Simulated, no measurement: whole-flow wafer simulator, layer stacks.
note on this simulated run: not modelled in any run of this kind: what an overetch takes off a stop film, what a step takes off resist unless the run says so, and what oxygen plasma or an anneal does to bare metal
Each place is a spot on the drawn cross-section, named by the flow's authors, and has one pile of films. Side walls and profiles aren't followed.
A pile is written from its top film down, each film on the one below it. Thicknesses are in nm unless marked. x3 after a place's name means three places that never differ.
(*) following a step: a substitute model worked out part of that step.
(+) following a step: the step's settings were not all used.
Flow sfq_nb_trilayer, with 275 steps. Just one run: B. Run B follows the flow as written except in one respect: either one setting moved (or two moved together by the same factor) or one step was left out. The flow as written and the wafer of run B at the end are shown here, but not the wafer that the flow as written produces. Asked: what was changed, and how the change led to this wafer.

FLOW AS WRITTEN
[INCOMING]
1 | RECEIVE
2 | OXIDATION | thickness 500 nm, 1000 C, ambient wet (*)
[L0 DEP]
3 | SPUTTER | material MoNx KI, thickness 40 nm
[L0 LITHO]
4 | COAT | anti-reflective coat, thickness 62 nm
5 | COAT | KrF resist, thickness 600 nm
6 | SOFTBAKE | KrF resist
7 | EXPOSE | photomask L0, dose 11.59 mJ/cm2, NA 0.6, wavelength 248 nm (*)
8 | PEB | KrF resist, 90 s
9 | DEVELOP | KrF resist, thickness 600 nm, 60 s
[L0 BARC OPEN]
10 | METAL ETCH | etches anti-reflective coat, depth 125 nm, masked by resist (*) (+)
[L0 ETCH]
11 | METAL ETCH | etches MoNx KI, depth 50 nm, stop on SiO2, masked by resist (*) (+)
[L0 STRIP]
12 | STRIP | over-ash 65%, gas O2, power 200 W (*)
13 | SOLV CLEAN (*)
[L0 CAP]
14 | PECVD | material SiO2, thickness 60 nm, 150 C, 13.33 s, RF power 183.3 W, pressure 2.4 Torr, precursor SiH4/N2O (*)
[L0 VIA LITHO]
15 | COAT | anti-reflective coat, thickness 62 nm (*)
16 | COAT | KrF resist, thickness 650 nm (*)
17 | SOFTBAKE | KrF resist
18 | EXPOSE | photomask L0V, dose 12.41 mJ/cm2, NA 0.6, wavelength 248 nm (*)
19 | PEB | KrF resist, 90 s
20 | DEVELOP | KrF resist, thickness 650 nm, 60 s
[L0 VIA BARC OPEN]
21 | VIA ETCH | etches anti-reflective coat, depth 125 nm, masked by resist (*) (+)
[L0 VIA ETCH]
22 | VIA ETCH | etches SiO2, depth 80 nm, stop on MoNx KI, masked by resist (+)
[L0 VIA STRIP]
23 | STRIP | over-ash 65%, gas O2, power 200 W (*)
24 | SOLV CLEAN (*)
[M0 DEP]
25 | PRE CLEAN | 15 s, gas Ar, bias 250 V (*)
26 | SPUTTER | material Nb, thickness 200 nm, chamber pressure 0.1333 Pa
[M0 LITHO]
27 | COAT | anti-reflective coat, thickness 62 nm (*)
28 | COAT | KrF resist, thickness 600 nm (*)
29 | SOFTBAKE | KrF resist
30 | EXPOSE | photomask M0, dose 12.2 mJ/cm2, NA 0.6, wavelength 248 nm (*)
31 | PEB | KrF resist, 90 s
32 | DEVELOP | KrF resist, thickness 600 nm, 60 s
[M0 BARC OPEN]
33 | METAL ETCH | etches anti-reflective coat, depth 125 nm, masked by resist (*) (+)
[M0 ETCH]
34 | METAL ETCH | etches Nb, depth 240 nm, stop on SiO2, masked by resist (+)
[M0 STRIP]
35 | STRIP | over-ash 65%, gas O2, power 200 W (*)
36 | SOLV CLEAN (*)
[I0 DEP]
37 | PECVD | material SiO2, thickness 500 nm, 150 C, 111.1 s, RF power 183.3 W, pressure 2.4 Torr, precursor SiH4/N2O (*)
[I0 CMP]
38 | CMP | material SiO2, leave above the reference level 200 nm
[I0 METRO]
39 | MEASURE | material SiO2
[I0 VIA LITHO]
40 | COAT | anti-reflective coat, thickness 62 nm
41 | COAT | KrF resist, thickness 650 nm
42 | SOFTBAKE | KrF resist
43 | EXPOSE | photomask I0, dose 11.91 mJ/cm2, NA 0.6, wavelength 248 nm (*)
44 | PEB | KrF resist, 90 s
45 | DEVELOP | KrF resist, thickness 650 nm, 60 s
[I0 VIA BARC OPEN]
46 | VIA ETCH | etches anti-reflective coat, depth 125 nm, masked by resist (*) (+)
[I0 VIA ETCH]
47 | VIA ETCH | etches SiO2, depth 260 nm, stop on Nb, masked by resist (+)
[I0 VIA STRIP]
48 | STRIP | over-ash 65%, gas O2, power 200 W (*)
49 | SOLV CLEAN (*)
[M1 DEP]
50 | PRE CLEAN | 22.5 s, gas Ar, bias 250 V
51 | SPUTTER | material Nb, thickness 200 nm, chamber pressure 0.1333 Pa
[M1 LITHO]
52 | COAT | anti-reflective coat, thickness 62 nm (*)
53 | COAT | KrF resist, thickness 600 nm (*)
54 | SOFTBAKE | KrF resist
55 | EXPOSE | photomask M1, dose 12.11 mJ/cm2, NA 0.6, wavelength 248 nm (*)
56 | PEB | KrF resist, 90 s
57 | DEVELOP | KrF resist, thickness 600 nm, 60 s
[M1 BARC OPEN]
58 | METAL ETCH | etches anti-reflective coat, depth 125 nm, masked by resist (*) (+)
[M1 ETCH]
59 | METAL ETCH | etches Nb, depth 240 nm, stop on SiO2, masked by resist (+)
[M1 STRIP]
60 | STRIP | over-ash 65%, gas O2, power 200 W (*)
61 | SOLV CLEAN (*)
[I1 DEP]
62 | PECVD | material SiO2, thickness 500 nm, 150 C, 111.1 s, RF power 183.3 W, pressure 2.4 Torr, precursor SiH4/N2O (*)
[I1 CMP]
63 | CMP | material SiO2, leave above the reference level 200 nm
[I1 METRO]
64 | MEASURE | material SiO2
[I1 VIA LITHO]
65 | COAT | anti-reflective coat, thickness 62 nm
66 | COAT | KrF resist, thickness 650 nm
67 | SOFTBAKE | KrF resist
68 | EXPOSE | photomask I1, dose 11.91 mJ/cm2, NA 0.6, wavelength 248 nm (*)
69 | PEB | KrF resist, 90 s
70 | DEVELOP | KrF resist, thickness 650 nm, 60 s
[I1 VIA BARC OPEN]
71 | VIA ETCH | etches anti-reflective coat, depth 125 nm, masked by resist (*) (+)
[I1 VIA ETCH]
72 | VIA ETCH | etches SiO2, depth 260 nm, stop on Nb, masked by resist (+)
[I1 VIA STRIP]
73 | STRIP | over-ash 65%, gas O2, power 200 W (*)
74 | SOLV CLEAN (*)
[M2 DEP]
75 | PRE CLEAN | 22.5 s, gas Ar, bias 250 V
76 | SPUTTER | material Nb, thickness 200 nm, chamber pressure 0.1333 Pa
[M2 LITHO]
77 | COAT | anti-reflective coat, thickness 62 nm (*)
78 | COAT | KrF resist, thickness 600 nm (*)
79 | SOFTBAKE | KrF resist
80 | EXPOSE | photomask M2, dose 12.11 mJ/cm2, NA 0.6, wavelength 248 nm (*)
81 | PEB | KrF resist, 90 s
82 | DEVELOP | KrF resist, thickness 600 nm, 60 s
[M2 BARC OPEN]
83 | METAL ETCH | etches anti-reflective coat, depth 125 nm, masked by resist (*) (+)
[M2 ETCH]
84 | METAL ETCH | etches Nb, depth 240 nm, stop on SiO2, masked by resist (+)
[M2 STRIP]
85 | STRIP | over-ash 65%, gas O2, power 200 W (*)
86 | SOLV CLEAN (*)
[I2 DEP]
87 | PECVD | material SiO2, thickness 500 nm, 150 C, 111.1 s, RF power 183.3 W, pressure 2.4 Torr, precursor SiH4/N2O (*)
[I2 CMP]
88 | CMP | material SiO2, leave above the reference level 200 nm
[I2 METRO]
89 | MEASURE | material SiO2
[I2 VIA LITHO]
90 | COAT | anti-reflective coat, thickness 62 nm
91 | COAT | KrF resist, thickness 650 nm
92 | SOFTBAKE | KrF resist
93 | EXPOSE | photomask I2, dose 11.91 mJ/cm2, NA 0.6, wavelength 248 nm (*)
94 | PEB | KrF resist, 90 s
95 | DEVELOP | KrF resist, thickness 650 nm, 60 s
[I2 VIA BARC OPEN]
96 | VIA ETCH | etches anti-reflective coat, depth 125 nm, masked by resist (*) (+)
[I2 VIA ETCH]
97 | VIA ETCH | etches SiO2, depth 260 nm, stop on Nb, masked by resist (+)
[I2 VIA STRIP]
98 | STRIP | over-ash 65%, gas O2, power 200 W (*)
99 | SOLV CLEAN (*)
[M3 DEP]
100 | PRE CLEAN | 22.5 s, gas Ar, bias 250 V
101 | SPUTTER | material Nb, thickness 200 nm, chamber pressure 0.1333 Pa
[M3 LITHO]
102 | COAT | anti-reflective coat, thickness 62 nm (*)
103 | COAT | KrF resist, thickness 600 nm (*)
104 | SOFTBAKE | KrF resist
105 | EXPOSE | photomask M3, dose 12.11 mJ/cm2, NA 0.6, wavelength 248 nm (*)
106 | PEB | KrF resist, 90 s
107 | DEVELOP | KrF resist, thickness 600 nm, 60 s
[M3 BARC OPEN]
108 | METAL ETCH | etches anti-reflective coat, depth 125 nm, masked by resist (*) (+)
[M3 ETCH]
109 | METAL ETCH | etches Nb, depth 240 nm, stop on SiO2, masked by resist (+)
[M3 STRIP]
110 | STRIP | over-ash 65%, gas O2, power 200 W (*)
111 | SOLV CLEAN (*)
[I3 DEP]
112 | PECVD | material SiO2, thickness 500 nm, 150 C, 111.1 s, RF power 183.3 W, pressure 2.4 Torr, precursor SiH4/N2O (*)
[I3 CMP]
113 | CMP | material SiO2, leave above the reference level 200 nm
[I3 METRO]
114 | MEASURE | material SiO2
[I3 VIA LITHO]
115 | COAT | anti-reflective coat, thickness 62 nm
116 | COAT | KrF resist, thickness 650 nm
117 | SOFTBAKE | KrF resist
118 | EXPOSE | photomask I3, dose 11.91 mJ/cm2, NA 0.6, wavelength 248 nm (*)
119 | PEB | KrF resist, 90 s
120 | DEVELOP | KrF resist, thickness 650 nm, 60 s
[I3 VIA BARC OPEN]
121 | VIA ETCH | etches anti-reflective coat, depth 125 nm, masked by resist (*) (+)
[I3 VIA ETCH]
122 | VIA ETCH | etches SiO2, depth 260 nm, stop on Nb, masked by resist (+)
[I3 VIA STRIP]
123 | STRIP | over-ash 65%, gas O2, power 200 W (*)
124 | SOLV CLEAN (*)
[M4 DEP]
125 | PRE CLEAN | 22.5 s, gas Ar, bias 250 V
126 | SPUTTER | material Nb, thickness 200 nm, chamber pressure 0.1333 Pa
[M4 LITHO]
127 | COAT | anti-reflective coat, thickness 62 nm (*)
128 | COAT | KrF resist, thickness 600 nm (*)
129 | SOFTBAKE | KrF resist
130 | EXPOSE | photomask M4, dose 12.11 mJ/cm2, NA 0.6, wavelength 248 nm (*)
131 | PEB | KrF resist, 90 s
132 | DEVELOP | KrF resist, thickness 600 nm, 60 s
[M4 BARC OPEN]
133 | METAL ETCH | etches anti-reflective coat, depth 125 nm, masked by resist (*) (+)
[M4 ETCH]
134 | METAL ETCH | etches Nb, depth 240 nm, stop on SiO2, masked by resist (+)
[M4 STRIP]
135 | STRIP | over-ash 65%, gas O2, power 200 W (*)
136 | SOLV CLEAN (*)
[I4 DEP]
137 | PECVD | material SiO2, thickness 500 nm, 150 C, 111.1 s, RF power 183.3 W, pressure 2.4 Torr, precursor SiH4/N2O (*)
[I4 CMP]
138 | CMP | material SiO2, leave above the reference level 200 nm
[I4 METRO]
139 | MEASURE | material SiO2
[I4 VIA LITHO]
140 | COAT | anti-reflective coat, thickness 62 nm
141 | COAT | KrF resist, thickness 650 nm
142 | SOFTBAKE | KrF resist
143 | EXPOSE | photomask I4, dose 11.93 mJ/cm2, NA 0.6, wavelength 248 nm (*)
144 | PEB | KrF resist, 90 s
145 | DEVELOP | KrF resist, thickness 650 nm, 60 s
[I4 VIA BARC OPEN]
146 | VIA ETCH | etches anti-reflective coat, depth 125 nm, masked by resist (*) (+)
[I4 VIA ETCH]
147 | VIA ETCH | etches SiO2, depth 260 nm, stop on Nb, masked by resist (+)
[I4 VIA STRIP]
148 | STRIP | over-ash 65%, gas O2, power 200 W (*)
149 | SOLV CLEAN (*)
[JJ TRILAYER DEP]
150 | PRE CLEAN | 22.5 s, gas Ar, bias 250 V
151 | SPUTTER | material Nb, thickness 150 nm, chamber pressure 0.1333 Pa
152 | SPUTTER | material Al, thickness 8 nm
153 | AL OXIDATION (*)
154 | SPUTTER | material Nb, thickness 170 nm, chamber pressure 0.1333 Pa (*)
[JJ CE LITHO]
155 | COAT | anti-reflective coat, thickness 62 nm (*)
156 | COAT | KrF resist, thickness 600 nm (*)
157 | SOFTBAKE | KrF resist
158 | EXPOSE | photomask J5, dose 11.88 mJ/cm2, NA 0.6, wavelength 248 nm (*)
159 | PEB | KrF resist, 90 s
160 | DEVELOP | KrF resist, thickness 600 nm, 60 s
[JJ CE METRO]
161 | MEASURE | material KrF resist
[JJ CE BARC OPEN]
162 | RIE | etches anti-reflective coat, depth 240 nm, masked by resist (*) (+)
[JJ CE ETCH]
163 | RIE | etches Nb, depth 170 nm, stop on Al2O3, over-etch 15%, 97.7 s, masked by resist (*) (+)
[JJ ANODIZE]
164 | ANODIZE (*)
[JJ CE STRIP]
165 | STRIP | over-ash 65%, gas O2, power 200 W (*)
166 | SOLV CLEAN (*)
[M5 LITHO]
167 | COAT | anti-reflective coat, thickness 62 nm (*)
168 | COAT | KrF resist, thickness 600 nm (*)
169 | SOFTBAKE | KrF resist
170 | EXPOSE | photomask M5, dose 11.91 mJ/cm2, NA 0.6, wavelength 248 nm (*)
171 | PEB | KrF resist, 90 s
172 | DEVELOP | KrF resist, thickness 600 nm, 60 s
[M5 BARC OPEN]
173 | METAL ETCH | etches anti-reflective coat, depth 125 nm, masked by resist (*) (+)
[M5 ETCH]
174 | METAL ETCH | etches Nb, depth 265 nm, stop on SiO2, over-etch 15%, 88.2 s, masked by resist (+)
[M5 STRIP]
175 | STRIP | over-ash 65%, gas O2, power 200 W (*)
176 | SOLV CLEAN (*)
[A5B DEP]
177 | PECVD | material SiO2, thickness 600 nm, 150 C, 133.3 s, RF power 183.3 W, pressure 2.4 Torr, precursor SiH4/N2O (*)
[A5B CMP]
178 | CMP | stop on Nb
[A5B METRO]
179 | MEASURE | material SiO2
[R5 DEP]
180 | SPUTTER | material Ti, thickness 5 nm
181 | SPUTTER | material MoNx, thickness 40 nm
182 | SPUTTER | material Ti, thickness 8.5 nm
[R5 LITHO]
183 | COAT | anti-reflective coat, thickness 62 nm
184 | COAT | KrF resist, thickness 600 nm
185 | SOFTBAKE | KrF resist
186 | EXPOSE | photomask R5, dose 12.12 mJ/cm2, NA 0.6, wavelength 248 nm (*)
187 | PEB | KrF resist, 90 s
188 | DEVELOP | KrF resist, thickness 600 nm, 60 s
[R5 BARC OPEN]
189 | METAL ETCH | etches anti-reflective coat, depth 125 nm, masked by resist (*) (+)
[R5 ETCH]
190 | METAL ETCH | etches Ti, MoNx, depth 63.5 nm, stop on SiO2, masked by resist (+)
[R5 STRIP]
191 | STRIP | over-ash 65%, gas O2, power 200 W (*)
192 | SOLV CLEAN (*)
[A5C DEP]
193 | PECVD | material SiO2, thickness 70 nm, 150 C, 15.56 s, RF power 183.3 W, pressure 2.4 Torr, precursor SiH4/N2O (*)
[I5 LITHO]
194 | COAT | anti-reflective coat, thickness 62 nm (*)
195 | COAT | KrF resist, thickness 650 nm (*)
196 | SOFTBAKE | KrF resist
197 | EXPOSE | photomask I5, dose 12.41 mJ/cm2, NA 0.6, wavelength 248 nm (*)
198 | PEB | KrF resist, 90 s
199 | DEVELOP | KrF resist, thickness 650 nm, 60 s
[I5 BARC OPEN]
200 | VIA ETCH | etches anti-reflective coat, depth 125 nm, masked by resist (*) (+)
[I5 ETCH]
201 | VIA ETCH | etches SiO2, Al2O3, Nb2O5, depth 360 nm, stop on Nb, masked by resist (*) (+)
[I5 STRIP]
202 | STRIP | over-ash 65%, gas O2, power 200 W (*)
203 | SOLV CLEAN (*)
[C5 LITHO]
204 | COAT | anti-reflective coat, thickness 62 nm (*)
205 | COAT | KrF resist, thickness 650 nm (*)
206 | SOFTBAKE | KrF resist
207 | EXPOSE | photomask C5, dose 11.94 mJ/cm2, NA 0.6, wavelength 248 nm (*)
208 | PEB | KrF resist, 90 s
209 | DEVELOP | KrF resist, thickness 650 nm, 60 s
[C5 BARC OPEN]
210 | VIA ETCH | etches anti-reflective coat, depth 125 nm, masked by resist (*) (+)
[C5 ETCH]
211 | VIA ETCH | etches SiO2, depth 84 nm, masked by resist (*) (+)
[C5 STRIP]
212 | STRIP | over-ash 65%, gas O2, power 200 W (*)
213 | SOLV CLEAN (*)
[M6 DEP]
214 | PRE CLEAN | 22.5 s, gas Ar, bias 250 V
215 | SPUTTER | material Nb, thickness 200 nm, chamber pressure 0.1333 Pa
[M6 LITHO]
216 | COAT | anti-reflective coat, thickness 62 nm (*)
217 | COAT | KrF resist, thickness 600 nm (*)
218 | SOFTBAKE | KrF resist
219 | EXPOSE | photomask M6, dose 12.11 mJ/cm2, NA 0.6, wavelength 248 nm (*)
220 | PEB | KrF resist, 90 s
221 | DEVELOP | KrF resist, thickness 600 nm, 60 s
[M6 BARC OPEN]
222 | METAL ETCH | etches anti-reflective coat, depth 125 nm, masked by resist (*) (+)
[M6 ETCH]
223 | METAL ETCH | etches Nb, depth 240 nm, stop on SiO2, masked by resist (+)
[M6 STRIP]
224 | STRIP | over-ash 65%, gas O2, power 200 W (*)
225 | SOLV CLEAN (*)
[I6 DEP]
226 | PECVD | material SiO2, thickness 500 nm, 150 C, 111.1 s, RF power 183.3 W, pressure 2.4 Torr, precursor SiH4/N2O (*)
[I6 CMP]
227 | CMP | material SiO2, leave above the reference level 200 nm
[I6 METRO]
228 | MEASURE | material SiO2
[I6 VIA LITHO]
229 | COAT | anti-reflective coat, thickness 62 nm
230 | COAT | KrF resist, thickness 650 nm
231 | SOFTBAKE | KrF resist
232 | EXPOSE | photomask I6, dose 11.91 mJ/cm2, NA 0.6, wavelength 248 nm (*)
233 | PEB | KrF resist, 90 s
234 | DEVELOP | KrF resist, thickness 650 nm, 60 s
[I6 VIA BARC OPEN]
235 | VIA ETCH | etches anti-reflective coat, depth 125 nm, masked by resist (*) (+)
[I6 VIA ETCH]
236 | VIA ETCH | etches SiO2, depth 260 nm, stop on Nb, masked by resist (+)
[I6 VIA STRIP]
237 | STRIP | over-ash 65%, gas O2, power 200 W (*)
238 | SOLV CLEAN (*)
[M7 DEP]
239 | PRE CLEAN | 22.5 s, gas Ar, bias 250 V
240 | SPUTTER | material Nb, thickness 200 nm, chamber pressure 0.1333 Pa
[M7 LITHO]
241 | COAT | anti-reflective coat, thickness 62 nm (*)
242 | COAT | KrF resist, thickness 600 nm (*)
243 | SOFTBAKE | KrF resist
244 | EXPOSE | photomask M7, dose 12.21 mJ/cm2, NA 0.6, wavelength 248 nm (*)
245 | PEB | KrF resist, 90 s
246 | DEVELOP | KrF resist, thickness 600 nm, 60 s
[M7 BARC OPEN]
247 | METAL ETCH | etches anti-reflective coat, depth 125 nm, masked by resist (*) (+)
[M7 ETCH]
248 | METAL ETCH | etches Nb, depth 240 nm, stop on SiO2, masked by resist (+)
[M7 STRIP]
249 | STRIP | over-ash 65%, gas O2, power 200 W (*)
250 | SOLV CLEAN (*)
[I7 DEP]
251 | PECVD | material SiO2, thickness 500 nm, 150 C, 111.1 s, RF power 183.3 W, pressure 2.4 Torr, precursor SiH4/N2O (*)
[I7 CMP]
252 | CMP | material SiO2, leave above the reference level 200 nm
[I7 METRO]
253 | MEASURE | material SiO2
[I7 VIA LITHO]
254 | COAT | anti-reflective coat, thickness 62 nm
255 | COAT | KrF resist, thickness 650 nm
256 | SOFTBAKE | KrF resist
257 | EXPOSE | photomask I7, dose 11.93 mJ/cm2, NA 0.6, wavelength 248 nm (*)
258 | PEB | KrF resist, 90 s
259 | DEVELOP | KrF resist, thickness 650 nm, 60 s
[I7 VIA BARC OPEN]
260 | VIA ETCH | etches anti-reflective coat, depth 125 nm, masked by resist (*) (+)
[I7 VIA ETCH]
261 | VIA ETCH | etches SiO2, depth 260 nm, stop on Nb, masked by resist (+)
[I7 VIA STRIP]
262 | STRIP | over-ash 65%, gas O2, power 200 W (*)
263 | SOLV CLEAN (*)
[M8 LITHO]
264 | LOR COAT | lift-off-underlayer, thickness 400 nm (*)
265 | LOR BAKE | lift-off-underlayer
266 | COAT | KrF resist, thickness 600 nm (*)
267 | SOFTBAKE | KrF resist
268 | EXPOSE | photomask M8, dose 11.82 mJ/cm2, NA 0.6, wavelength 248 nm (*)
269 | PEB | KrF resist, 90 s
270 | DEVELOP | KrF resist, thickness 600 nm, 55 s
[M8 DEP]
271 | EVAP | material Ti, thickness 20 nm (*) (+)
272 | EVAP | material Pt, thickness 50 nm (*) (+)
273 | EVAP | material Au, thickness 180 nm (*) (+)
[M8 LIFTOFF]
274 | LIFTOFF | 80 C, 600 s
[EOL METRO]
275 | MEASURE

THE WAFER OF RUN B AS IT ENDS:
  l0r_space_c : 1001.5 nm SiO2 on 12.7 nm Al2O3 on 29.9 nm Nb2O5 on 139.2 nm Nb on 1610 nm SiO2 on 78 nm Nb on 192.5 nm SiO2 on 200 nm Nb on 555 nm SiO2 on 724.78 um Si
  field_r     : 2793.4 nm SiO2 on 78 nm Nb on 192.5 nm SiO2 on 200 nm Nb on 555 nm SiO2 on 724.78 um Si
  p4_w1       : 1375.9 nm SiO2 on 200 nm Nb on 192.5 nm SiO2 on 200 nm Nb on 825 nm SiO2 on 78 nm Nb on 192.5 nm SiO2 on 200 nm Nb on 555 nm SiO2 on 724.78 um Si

The reason: step 51, SPUTTER: thickness 318 nm was run, while the flow as written has thickness 200 nm.

How this came from the change, step by step:
  51 | SPUTTER | material Nb, thickness 200 nm, chamber pressure 0.1333 Pa
      field_l, v_sur, via_wl and 102 more: +318 Nb (new film) (it would be, as written: +200 Nb (new film))
      via_w: +279.5 Nb (it would be, as written: +174.5 Nb)
  52 | COAT | anti-reflective coat, thickness 62 nm (*)
      via_wr: +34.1 anti-reflective coat (new film) (it would be, as written: +34.9 anti-reflective coat (new film))
  59 | METAL ETCH | etches Nb, depth 240 nm, stop on SiO2, masked by resist (+)
      field_l, be, be_sur and 79 more: -240 Nb (it would be, as written: -200 Nb (all of it))
  60 | STRIP | over-ash 65%, gas O2, power 200 W (*)
      via_wr: -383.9 KrF resist (all of it), -34.1 anti-reflective coat (all of it) (it would be, as written: -384.4 KrF resist (all of it), -34.9 anti-reflective coat (all of it))
  62 | PECVD | material SiO2, thickness 500 nm, 150 C, 111.1 s, RF power 183.3 W, pressure 2.4 Torr, precursor SiH4/N2O (*)
      field_l, be, be_sur and 72 more: +500 SiO2 (new film) (it would be, as written: +500 SiO2)
      lsp_m, ln_m6, lsp_r, l0_sur, l0v: +493.9 SiO2 (new film) (it would be, as written: +494.9 SiO2)
      (also at 2 further places)
  63 | CMP | material SiO2, leave above the reference level 200 nm
      field_l, be, be_sur and 72 more: -60 SiO2 (it would be, as written: -100 SiO2)
      lsp_m, ln_m6, lsp_r, l0_sur, l0v: -53.9 SiO2 (it would be, as written: -94.9 SiO2)
      (also at 1 further place)
If metal films that touch count as one body, l0r_space_c has 3 bodies (between them, from the top down: SiO2 1610; SiO2 192.5); the flow as written gives 2 bodies (between them, from the top down: SiO2 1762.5).
If metal films that touch count as one body, field_r has 2 bodies (between them, from the top down: SiO2 192.5); the flow as written gives 1 body.
If metal films that touch count as one body, p4_w1 has 4 bodies (between them, from the top down: SiO2 192.5; SiO2 825; SiO2 192.5); the flow as written gives 3 bodies (between them, from the top down: SiO2 192.5; SiO2 977.5).
